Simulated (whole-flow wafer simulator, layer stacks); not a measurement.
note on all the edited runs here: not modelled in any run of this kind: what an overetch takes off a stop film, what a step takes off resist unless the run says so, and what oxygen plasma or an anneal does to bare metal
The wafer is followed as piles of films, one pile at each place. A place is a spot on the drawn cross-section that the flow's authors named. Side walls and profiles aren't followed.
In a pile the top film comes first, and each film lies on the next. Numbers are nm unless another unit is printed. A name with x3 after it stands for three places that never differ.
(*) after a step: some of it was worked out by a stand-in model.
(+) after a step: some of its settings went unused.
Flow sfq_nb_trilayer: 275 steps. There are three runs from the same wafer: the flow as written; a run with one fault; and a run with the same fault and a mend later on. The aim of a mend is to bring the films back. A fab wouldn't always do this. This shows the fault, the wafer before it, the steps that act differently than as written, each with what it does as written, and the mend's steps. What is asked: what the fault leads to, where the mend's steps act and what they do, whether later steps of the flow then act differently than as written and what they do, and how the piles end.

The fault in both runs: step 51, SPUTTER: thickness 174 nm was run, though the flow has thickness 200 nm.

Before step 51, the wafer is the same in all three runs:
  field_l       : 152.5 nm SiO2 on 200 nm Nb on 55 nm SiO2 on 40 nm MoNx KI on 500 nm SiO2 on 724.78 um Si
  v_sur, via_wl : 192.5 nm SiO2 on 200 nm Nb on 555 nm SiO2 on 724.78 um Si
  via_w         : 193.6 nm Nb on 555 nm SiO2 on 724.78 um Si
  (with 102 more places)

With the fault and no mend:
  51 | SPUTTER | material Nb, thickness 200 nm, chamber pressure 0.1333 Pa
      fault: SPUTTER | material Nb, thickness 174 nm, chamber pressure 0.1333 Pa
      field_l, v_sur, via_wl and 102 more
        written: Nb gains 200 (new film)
        fault: Nb gains 174 (new film)
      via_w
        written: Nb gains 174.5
        fault: Nb gains 152.2
  Steps later in the flow that act otherwise than as written (not shown: 2 more steps that differ only slightly, by at most 2% or 0.5 nm, whichever is larger):
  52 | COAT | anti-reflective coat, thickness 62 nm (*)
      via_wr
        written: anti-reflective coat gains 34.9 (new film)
        fault: anti-reflective coat gains 33.9 (new film)
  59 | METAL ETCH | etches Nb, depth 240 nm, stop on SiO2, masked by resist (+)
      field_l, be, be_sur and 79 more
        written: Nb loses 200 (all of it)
        fault: Nb loses 174 (all of it)
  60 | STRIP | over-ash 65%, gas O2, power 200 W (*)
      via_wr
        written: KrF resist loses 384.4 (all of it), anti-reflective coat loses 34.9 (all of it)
        fault: KrF resist loses 385.6 (all of it), anti-reflective coat loses 33.9 (all of it)
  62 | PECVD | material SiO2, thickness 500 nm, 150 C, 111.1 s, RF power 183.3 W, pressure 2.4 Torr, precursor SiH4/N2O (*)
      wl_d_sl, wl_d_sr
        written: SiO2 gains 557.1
        fault: SiO2 gains 531.1
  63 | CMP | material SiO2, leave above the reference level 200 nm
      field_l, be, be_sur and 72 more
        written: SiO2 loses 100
        fault: SiO2 loses 126
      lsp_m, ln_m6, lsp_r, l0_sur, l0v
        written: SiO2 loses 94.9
        fault: SiO2 loses 126
  By the end, the piles at v_sur, via_wl, via_w and 30 more depart from the flow's by more than 2% or 0.5 nm, whichever is larger.
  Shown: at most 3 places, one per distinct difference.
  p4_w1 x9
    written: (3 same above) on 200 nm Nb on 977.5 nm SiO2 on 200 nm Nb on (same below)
    fault: (3 same above) on 200 nm Nb on 951.5 nm SiO2 on 200 nm Nb on (same below)
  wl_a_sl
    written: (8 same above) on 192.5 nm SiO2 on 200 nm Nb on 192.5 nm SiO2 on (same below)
    fault: (8 same above) on 192.5 nm SiO2 on 174 nm Nb on 192.5 nm SiO2 on (same below)
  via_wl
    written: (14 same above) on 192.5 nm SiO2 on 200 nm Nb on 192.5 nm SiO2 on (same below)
    fault: (14 same above) on 192.5 nm SiO2 on 174 nm Nb on 192.5 nm SiO2 on (same below)

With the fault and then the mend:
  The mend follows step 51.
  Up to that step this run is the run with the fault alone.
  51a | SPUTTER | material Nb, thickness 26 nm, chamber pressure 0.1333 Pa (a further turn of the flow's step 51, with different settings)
      field_l, v_sur, via_wl and 102 more
        Nb gains 26
      via_w
        Nb gains 20.1
  None of the later steps of the flow differs from how it acts as written, at any place that is followed, by more than 2% or 0.5 nm, whichever is larger.
  The piles end only slightly different from the flow's at the places that both follow, by no more than 2% or 0.5 nm, whichever is larger.
